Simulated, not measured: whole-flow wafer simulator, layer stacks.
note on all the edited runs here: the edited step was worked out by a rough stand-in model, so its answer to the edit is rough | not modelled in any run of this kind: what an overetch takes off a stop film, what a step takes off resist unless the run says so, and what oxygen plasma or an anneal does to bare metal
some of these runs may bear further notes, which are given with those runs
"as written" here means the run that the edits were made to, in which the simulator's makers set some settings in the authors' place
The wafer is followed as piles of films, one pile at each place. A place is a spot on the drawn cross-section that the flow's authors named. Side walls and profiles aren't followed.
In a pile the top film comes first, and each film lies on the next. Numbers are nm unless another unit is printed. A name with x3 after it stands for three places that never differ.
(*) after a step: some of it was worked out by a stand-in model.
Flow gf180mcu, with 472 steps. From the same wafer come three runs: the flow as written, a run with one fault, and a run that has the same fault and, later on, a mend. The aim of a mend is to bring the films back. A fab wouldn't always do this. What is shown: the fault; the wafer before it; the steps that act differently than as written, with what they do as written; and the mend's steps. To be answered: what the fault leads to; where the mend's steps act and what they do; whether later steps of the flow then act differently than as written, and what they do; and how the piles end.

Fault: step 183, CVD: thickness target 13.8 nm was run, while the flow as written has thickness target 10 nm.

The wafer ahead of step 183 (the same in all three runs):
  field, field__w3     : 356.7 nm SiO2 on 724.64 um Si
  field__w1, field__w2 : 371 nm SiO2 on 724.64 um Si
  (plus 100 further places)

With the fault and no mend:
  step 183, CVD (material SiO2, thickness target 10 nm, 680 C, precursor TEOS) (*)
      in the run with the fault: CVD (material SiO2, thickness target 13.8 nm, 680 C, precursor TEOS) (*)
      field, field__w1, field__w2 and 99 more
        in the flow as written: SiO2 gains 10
        in the run with the fault: SiO2 gains 13.8
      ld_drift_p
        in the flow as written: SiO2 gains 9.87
        in the run with the fault: SiO2 gains 13.6
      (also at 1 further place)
  Steps later in the flow that act otherwise than as written (21 other steps are not shown; they differ only slightly, by no more than 2% or 0.5 nm, whichever is larger):
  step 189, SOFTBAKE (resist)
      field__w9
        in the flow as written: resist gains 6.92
        in the run with the fault: resist loses 3.09
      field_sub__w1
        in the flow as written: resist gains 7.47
        in the run with the fault: resist gains 9.73
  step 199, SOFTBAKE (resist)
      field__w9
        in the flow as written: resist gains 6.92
        in the run with the fault: resist loses 3.09
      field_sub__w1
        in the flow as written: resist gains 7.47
        in the run with the fault: resist gains 9.73
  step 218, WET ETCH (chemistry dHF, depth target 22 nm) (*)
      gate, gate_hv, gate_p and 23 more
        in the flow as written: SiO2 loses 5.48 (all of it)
        in the run with the fault: SiO2 loses 9.28 (all of it)
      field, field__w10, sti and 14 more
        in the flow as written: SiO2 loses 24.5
        in the run with the fault: SiO2 loses 25.1
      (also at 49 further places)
  The piles end different from the flow's at spacer by more than 2% or 0.5 nm, whichever is larger.
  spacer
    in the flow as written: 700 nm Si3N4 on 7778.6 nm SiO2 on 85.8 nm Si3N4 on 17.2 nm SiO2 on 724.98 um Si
    in the run with the fault: 700 nm Si3N4 on 7774.8 nm SiO2 on 85.8 nm Si3N4 on 21 nm SiO2 on 724.98 um Si

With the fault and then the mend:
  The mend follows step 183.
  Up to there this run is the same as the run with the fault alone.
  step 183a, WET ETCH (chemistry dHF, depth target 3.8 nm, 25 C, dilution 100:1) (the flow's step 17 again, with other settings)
      field, field__w1, field__w2 and 101 more
        SiO2 loses 3.8
  Every later step of the flow that is run acts as written, at every place that is followed, to within 2% or 0.5 nm, whichever is larger.
  When the end is reached, the piles differ only a little from the flow's at the places that both follow, at most by 2% or 0.5 nm, whichever is larger.
